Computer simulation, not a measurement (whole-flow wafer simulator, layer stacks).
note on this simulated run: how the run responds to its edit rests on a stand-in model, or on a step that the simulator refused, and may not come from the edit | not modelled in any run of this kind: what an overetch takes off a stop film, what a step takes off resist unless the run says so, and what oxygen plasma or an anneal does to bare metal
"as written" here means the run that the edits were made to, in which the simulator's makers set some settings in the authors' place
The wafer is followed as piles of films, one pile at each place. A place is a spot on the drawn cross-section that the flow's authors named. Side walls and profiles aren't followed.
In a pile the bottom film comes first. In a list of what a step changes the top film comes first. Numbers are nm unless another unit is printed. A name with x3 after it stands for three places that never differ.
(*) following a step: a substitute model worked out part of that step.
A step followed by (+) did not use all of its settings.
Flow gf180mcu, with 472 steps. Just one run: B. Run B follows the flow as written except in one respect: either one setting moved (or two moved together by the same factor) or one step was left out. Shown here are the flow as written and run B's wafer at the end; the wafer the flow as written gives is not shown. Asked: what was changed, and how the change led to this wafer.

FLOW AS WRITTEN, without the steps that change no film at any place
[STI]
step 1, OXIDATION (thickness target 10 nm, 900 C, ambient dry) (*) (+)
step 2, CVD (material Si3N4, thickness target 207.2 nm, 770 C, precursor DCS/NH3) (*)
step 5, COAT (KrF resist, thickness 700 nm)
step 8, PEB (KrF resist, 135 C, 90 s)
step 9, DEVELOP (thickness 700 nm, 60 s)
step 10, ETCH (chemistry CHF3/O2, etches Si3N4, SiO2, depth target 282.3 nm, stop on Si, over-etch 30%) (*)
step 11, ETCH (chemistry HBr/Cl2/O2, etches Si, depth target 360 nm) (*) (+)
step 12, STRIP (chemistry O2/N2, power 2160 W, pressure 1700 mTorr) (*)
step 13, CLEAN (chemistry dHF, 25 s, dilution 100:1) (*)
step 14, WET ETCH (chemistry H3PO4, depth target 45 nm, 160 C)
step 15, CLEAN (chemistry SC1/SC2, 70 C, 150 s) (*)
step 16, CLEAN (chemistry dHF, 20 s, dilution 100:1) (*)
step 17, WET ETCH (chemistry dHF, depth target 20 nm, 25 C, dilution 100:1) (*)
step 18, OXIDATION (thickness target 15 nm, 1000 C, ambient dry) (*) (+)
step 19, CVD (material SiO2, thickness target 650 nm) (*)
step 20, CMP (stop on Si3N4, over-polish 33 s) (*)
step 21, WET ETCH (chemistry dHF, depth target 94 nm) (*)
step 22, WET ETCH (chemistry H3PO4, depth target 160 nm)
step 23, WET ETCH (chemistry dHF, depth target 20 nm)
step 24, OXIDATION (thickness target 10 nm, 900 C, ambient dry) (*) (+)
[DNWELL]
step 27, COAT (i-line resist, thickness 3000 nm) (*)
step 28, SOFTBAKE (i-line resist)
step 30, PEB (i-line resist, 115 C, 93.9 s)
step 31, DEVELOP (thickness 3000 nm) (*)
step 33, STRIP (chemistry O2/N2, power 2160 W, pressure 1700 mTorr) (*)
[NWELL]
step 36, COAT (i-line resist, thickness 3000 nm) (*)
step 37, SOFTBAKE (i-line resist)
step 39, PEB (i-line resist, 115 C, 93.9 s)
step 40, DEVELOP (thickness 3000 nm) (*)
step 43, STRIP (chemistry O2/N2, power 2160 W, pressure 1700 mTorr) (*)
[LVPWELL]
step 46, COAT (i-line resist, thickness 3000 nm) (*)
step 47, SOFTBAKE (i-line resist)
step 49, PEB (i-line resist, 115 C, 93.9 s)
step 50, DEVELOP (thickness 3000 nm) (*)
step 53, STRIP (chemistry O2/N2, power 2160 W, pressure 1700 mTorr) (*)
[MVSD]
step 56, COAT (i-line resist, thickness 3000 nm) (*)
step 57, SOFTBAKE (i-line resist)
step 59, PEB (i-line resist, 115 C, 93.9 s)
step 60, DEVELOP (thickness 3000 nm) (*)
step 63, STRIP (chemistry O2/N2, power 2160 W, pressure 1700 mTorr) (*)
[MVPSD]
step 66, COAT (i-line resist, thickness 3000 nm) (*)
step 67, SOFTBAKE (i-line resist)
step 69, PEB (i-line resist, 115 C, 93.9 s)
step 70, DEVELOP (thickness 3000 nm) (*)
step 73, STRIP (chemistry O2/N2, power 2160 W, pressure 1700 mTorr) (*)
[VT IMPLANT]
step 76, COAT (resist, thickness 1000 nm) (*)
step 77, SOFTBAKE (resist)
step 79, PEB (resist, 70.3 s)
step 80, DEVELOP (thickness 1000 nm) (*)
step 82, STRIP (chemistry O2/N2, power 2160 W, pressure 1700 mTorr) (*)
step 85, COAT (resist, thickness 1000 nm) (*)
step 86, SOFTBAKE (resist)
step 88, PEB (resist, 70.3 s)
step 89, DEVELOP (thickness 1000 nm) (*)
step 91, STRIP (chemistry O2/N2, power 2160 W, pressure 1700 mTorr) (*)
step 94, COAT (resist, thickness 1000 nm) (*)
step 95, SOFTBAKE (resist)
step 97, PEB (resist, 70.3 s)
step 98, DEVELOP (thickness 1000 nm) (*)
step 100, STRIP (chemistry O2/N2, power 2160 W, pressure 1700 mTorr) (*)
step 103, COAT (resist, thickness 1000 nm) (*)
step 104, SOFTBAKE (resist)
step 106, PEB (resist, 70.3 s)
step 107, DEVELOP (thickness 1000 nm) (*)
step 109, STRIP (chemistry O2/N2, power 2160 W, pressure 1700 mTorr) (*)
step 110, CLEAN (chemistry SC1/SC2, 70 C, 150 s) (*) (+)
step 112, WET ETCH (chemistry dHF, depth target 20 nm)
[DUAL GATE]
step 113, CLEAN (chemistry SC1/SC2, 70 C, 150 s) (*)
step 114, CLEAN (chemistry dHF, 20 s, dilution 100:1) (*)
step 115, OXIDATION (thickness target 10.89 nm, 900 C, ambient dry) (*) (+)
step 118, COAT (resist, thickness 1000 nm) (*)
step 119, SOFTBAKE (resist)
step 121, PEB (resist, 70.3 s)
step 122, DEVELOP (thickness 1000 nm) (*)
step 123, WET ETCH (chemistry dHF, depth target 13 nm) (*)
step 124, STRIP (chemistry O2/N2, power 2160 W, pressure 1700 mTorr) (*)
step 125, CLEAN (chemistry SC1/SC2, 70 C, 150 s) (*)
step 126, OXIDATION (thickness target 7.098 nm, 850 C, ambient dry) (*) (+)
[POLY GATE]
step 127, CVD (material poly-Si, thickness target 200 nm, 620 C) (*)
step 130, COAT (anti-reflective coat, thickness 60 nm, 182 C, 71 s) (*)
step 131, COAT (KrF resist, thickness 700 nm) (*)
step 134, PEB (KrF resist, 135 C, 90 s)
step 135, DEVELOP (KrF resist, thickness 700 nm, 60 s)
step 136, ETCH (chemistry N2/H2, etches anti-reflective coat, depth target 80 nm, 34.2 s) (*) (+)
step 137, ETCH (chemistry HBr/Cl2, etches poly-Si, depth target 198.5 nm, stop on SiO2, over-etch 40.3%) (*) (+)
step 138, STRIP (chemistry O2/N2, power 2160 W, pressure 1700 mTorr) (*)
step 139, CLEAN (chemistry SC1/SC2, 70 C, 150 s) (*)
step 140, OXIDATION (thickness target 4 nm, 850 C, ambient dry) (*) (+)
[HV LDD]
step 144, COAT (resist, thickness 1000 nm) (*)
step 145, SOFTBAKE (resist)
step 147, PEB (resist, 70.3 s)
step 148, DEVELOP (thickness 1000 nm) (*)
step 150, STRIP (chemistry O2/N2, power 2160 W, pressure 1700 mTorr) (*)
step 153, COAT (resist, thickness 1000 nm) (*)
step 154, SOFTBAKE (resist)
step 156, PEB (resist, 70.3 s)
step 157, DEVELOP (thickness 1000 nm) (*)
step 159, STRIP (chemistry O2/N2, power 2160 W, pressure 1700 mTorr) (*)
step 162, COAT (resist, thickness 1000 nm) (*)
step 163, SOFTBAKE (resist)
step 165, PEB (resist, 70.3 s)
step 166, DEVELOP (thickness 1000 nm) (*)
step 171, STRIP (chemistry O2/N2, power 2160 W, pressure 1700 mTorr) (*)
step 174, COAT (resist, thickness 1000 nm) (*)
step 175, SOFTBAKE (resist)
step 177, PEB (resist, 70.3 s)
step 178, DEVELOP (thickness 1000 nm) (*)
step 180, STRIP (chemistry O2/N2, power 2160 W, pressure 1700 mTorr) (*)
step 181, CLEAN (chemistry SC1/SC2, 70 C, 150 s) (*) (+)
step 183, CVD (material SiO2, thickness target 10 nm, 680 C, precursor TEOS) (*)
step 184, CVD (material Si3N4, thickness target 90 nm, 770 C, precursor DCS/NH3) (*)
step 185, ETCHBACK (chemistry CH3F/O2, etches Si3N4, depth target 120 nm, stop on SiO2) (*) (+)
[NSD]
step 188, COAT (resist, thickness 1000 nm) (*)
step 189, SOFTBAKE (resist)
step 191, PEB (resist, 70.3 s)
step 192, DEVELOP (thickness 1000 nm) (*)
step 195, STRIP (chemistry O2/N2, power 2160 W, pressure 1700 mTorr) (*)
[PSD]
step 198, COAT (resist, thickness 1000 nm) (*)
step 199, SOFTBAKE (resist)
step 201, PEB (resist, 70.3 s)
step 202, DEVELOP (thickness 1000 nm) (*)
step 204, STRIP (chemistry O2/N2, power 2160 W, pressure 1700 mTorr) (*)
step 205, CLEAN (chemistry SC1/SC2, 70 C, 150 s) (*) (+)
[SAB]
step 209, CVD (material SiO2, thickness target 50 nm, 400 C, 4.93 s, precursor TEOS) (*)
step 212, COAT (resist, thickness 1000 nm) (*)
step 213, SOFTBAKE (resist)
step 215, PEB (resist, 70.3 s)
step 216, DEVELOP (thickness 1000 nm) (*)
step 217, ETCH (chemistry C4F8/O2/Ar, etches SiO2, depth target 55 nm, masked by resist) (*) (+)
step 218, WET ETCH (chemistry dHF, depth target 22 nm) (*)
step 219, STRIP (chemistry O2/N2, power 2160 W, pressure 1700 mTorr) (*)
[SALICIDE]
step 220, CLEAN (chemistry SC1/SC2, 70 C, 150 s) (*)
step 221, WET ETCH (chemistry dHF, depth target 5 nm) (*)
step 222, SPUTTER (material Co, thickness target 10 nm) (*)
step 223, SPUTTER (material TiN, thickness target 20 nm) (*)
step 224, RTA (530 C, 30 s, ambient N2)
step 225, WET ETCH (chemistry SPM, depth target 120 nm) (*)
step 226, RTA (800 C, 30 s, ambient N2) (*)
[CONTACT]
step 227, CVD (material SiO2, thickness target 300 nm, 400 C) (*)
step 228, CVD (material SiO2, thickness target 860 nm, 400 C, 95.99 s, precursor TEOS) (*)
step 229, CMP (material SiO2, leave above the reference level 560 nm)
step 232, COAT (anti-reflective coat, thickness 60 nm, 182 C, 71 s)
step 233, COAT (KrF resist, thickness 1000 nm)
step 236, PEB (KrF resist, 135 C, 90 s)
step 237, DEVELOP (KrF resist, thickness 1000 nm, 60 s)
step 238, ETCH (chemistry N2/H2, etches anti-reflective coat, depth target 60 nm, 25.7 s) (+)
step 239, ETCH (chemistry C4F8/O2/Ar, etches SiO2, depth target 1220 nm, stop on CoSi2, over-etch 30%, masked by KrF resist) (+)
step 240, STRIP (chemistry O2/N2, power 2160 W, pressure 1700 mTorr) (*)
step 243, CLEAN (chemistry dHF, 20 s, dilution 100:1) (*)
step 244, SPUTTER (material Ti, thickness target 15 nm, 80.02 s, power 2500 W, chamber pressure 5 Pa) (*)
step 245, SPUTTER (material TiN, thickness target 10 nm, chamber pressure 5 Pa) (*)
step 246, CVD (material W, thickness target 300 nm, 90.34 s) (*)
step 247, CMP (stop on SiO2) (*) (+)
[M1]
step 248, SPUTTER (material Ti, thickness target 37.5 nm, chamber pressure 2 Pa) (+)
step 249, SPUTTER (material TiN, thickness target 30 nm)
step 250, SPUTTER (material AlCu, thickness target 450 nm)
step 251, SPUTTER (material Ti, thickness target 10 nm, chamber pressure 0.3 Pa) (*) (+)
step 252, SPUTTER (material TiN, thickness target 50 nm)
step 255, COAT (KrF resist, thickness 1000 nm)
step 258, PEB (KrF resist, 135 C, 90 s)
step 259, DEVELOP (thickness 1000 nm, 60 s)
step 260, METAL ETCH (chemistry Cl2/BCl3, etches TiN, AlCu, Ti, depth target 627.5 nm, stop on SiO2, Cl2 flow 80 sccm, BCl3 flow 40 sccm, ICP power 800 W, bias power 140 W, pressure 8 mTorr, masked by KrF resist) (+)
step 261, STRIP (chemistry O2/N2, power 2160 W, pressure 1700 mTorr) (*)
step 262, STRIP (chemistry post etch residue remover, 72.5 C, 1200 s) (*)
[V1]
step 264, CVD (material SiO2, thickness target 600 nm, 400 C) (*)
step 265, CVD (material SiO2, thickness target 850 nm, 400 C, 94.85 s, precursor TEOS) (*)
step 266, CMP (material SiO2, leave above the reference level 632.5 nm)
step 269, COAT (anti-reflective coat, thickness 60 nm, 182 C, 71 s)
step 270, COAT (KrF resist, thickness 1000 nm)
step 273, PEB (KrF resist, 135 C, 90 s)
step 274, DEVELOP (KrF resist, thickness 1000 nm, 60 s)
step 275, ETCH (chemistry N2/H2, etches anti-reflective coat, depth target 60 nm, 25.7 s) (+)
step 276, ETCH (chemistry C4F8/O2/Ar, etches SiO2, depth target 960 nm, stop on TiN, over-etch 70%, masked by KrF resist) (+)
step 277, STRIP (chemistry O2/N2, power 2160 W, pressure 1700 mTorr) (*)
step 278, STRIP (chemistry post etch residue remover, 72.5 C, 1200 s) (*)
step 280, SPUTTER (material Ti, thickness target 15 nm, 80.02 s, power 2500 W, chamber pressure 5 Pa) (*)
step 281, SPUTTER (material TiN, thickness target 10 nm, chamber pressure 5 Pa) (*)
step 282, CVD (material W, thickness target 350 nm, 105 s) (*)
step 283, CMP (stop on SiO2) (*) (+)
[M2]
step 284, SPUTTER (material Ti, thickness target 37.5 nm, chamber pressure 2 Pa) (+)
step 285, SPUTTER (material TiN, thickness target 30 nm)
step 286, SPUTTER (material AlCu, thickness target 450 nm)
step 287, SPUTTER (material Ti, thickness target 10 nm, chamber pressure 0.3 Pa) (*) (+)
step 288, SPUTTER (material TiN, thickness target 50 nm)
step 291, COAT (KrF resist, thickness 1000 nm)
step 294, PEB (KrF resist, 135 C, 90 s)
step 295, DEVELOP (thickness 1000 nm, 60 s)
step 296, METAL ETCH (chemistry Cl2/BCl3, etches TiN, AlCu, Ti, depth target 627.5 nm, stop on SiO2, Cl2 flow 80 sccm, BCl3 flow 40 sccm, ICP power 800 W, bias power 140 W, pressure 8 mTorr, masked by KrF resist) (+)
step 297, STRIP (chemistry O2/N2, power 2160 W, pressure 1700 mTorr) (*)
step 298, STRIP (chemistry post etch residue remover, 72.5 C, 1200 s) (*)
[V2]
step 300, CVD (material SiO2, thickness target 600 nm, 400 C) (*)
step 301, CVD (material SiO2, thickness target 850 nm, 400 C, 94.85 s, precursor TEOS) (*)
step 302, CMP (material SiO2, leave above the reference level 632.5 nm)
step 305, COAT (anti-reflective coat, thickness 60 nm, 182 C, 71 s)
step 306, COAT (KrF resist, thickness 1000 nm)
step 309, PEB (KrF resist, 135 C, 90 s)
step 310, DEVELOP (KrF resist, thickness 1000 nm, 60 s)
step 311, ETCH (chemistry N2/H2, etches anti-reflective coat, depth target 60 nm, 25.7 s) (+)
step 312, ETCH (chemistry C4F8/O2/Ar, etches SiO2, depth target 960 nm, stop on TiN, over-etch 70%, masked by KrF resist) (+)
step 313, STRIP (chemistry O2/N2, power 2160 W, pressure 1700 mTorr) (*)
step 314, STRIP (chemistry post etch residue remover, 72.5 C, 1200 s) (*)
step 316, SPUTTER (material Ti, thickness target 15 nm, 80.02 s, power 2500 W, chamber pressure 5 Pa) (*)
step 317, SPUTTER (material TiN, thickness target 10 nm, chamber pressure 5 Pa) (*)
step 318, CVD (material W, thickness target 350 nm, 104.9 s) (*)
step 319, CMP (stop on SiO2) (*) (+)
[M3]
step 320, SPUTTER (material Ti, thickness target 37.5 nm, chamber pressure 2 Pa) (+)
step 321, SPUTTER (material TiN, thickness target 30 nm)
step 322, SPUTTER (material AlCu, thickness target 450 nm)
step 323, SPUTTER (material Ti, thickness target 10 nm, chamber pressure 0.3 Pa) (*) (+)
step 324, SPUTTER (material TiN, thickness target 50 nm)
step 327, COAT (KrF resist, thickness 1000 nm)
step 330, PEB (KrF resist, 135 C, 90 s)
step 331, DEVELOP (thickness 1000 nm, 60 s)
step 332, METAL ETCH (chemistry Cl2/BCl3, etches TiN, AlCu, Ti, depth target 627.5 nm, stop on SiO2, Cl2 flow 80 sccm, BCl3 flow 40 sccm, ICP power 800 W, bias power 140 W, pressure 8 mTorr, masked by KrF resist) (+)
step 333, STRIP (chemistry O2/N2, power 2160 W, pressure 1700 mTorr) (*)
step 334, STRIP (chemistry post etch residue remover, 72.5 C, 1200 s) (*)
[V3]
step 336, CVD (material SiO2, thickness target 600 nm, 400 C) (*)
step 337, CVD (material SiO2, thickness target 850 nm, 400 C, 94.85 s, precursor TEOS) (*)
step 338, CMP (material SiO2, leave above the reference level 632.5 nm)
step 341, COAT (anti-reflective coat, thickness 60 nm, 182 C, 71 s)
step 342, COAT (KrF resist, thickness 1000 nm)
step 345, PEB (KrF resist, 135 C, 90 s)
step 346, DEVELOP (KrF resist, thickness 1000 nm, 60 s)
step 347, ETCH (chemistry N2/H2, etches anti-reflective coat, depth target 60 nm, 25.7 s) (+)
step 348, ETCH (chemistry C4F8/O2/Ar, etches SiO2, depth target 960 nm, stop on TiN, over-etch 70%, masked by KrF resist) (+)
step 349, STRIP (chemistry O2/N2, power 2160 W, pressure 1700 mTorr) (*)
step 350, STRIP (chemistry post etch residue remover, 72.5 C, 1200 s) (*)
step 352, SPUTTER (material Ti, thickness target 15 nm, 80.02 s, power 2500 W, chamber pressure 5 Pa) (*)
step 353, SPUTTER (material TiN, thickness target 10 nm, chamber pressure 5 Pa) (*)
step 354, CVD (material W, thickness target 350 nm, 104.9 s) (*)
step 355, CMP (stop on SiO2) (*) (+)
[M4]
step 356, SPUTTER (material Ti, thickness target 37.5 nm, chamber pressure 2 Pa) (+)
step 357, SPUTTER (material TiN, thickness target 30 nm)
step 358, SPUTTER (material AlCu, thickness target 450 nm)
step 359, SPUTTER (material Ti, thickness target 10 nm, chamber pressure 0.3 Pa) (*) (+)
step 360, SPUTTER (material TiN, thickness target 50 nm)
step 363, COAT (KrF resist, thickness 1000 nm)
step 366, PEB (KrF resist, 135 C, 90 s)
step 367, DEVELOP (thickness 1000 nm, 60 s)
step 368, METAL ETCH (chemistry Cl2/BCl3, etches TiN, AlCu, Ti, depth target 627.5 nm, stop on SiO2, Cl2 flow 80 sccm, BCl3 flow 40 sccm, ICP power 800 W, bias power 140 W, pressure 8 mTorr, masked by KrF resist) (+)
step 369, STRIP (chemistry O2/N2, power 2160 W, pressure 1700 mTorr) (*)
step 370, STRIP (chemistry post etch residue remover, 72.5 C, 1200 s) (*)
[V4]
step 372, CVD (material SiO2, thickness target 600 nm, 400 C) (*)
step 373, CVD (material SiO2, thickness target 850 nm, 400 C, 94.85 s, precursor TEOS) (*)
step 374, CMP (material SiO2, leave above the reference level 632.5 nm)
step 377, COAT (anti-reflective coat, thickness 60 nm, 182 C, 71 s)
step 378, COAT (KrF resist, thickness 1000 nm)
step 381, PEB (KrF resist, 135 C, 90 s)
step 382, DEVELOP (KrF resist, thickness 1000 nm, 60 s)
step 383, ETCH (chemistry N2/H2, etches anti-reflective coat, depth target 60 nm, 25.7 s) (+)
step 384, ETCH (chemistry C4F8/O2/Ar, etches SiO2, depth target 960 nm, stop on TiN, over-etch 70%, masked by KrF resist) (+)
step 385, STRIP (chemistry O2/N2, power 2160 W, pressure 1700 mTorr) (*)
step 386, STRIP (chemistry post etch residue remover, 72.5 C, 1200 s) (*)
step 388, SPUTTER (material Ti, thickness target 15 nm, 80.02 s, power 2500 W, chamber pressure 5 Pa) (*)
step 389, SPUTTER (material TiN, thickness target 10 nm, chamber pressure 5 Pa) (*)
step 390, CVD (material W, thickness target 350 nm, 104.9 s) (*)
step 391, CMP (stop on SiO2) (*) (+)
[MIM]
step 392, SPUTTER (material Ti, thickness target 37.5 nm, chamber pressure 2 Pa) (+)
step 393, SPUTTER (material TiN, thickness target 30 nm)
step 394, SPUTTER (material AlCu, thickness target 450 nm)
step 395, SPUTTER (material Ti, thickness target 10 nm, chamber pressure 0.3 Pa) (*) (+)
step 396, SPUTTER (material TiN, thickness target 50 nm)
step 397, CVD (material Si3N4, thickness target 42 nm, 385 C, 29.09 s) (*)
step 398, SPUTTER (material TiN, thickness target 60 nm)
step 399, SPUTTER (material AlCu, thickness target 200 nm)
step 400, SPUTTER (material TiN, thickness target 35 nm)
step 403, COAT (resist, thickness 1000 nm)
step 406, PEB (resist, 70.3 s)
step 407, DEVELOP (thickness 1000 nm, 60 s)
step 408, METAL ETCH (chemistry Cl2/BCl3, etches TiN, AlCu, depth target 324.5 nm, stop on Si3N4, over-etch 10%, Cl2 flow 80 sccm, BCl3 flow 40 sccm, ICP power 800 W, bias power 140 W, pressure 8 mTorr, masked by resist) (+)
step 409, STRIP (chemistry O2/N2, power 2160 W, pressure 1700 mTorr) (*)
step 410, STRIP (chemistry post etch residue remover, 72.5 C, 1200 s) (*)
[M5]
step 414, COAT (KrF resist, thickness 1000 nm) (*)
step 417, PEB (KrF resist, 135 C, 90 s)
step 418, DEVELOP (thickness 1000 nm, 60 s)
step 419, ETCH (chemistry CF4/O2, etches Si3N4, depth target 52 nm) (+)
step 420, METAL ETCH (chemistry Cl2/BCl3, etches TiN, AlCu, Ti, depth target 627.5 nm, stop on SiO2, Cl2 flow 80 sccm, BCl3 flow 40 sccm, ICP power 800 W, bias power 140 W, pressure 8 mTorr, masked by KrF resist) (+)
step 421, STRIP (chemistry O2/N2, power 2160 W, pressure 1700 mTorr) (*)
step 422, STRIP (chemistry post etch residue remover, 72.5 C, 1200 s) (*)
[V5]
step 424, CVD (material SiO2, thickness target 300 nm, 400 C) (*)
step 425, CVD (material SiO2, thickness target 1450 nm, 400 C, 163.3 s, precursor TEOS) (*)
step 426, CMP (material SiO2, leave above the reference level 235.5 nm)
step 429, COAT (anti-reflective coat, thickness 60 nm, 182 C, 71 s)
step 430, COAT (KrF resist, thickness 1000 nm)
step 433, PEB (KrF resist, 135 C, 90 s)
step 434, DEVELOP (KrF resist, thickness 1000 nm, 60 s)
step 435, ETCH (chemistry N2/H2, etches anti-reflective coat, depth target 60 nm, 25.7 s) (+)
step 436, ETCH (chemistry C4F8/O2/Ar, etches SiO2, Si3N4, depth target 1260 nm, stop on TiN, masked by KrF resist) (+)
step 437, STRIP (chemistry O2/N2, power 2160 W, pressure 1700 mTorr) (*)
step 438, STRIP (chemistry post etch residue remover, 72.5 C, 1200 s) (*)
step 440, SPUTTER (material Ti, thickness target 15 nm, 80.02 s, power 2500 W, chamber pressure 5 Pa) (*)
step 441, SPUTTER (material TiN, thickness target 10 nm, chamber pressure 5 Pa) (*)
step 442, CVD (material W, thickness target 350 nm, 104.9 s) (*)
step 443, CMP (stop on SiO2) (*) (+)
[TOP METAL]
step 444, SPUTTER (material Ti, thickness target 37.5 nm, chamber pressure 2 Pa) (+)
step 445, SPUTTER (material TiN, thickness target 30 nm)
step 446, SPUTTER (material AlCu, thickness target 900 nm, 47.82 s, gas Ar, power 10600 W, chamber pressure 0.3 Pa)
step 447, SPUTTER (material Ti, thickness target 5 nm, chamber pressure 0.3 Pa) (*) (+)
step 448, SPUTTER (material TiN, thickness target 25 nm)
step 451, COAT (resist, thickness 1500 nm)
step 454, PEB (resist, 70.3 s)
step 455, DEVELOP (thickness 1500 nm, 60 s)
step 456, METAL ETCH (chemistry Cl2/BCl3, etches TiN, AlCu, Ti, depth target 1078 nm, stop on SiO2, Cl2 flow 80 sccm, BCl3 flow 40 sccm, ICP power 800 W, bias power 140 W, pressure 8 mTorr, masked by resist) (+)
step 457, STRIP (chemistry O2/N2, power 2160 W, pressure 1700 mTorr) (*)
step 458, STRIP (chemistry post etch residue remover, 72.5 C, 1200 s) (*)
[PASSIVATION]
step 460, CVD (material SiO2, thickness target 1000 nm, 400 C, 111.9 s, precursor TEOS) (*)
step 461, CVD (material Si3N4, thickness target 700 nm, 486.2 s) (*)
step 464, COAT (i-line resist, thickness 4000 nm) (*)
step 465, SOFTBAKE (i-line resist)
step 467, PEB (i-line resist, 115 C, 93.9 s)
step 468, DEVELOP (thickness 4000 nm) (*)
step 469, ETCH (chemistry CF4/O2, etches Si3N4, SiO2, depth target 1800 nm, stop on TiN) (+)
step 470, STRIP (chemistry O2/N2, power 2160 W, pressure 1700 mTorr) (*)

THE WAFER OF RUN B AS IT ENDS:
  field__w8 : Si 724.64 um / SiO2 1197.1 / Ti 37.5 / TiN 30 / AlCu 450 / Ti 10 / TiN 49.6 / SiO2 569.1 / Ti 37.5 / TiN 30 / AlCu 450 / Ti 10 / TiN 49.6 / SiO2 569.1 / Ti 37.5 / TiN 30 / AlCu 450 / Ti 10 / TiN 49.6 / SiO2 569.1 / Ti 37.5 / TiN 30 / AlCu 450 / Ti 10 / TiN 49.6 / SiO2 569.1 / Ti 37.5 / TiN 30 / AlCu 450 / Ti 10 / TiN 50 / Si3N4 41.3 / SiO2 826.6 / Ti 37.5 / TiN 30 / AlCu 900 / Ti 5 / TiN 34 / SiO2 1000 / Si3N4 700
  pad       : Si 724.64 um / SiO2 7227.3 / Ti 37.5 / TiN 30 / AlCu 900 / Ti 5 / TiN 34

The reason: step 448, SPUTTER: thickness target 34.4 nm was run, while the flow as written has thickness target 25 nm.

The path from the change to this, step by step:
  step 448, SPUTTER (material TiN, thickness target 25 nm)
      field, field__w1, field__w2 and 109 more: TiN gains 34.4 (new film) (in the flow as written it would be: TiN gains 25 (new film))
  step 456, METAL ETCH (chemistry Cl2/BCl3, etches TiN, AlCu, Ti, depth target 1078 nm, stop on SiO2, Cl2 flow 80 sccm, BCl3 flow 40 sccm, ICP power 800 W, bias power 140 W, pressure 8 mTorr, masked by resist) (+)
      field, field__w1, field__w2 and 103 more: TiN loses 34.4 (all of it), Ti loses 5 (all of it), AlCu loses 900 (all of it), TiN loses 30 (all of it), Ti loses 37.5 (all of it) (in the flow as written it would be: TiN loses 25 (all of it), Ti loses 5 (all of it), AlCu loses 900 (all of it), TiN loses 30 (all of it), Ti loses 37.5 (all of it))
  step 465, SOFTBAKE (i-line resist)
      gate: i-line resist loses 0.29 (in the flow as written it would be: i-line resist gains 1.79)
      ld_acc_p, ld_fp_p, ld_drift_p: i-line resist gains 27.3 (in the flow as written it would be: i-line resist gains 33.8)
      (also at 56 further places)
